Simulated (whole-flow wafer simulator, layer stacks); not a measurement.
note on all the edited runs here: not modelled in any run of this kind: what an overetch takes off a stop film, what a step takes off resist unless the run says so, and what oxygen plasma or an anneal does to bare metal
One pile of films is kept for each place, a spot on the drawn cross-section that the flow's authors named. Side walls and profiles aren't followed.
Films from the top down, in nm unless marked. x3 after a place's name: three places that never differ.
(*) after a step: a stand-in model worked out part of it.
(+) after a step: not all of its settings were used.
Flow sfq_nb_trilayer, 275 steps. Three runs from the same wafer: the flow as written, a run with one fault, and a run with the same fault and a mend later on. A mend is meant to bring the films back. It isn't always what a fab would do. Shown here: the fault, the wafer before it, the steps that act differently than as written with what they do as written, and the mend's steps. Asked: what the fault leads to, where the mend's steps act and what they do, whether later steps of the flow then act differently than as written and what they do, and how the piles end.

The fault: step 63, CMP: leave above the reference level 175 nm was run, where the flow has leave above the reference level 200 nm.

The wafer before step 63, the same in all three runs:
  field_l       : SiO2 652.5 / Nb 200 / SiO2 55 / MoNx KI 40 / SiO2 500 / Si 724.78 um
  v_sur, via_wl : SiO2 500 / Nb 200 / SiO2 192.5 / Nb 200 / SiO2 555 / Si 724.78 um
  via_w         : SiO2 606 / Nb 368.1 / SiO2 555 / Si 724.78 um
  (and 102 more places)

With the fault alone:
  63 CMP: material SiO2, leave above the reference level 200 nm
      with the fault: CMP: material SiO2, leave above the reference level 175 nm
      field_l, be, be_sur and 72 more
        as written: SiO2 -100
        with the fault: SiO2 -125
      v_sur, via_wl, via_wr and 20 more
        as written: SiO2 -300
        with the fault: SiO2 -325
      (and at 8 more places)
  Later steps of the flow that act differently than as written (3 more steps differ only slightly, by at most 2% or 0.5 nm, whichever is larger, and aren't shown):
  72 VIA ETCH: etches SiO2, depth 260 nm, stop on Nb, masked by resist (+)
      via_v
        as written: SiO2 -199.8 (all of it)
        with the fault: SiO2 -174.8 (all of it)
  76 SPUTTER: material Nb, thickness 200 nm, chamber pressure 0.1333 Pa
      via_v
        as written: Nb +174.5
        with the fault: Nb +179.7
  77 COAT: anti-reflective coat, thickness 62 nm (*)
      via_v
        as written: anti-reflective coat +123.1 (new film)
        with the fault: anti-reflective coat +116.2 (new film)
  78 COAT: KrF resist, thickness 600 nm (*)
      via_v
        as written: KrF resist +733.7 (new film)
        with the fault: KrF resist +714.2 (new film)
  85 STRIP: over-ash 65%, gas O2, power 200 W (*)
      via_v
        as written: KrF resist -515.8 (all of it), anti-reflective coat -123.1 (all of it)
        with the fault: KrF resist -496.3 (all of it), anti-reflective coat -116.2 (all of it)
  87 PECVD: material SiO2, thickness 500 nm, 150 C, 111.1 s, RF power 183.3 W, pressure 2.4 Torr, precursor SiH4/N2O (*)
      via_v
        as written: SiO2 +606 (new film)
        with the fault: SiO2 +551.3 (new film)
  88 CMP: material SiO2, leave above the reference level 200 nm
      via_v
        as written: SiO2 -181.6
        with the fault: SiO2 -157.1
  At the end the piles differ from the flow's by more than 2% or 0.5 nm, whichever is larger, at v_sur, via_wl, via_w and 29 more.
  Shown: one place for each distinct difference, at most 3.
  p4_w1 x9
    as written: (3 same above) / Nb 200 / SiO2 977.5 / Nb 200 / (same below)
    with the fault: (3 same above) / Nb 200 / SiO2 952.5 / Nb 200 / (same below)
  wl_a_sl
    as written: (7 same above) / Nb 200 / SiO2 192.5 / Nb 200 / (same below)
    with the fault: (7 same above) / Nb 200 / SiO2 167.5 / Nb 200 / (same below)
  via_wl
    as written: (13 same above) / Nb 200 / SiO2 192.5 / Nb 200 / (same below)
    with the fault: (13 same above) / Nb 200 / SiO2 167.5 / Nb 200 / (same below)

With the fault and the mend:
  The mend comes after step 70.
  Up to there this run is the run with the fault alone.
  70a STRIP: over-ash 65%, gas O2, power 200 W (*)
      field_l, v_sur, via_wl and 102 more
        KrF resist -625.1 (all of it), anti-reflective coat -62 (all of it)
      via_v
        anti-reflective coat -62 (all of it)
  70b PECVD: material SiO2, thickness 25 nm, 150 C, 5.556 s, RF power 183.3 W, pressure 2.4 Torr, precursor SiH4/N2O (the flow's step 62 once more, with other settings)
      field_l, v_sur, via_wl and 103 more
        SiO2 +25
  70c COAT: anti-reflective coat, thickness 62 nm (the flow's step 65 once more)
      field_l, v_sur, via_wl and 103 more
        anti-reflective coat +62 (new film)
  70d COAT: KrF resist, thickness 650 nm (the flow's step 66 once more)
      field_l, v_sur, via_wl and 103 more
        KrF resist +650 (new film)
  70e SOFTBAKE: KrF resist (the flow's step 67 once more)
      changes no film at any place that is followed
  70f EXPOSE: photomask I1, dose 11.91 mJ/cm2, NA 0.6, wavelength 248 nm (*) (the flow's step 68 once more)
      changes no film at any place that is followed
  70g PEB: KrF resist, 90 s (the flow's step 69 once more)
      field_l, v_sur, via_wl and 103 more
        KrF resist -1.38
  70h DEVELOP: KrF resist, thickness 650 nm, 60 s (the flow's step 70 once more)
      field_l, v_sur, via_wl and 102 more
        KrF resist -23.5
      via_v
        KrF resist -648.6 (all of it)
  No later step of the flow acts differently than as written, at any place that is followed, by more than 2% or 0.5 nm, whichever is larger.
  At the end the piles differ from the flow's only slightly at the places that both follow, by at most 2% or 0.5 nm, whichever is larger.
